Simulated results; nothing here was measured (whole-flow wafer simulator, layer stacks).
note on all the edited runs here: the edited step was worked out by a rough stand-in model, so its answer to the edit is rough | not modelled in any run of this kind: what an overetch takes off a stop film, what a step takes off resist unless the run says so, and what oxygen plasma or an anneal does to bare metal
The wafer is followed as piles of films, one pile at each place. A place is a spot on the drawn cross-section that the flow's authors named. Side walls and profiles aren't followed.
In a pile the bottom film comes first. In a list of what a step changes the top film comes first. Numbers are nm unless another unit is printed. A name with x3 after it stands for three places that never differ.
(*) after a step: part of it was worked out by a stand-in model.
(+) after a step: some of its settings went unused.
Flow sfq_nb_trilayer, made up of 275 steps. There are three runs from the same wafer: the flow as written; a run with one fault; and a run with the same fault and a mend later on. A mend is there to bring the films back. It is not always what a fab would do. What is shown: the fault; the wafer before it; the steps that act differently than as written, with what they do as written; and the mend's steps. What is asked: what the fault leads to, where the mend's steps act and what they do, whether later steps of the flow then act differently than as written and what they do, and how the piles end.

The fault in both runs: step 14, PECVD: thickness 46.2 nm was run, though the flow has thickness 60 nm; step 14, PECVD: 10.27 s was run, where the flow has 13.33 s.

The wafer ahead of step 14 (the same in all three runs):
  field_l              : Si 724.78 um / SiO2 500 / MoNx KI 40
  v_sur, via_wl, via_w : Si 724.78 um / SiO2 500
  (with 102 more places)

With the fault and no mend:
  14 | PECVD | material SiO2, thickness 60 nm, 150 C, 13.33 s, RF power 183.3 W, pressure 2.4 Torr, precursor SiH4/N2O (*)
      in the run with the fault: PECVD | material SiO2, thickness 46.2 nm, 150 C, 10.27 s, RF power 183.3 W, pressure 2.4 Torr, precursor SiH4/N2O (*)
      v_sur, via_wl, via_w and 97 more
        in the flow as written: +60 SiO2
        in the run with the fault: +46.2 SiO2
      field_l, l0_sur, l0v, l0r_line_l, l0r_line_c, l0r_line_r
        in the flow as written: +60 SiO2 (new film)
        in the run with the fault: +46.2 SiO2 (new film)
  Steps further on in the flow that do not act as written (not shown: 8 more steps that differ only slightly, by at most 2% or 0.5 nm, whichever is larger):
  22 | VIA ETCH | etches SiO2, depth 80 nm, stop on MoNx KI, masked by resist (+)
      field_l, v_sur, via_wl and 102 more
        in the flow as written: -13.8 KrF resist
        in the run with the fault: -11.9 KrF resist
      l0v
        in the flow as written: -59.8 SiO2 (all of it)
        in the run with the fault: -46 SiO2 (all of it)
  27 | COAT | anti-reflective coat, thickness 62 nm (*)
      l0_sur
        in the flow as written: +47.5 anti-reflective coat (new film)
        in the run with the fault: +49 anti-reflective coat (new film)
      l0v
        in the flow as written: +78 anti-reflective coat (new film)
        in the run with the fault: +73.8 anti-reflective coat (new film)
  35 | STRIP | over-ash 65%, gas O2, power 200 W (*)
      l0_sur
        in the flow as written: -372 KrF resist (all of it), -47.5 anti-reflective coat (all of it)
        in the run with the fault: -372.8 KrF resist (all of it), -49 anti-reflective coat (all of it)
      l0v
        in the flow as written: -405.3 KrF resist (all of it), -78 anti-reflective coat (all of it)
        in the run with the fault: -396.7 KrF resist (all of it), -73.8 anti-reflective coat (all of it)
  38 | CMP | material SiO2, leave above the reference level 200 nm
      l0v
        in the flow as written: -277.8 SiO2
        in the run with the fault: -293.8 SiO2
  The piles end different from the flow's at field_l, v_sur, via_wl and 99 more by more than 2% or 0.5 nm, whichever is larger.
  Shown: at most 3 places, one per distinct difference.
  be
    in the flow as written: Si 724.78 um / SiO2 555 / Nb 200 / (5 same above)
    in the run with the fault: Si 724.78 um / SiO2 541.2 / Nb 200 / (5 same above)
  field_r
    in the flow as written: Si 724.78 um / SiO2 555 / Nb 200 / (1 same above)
    in the run with the fault: Si 724.78 um / SiO2 541.2 / Nb 200 / (1 same above)
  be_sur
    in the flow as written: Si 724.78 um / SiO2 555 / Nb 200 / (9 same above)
    in the run with the fault: Si 724.78 um / SiO2 541.2 / Nb 200 / (9 same above)

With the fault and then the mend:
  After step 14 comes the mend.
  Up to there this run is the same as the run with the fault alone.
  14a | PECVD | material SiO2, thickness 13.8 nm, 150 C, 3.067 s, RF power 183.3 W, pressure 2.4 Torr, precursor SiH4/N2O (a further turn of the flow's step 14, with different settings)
      field_l, v_sur, via_wl and 103 more
        +13.8 SiO2
  None of the later steps of the flow differs from how it acts as written, at any place that is followed, by more than 2% or 0.5 nm, whichever is larger.
  At every place that both follow, the piles at the end match the flow's.
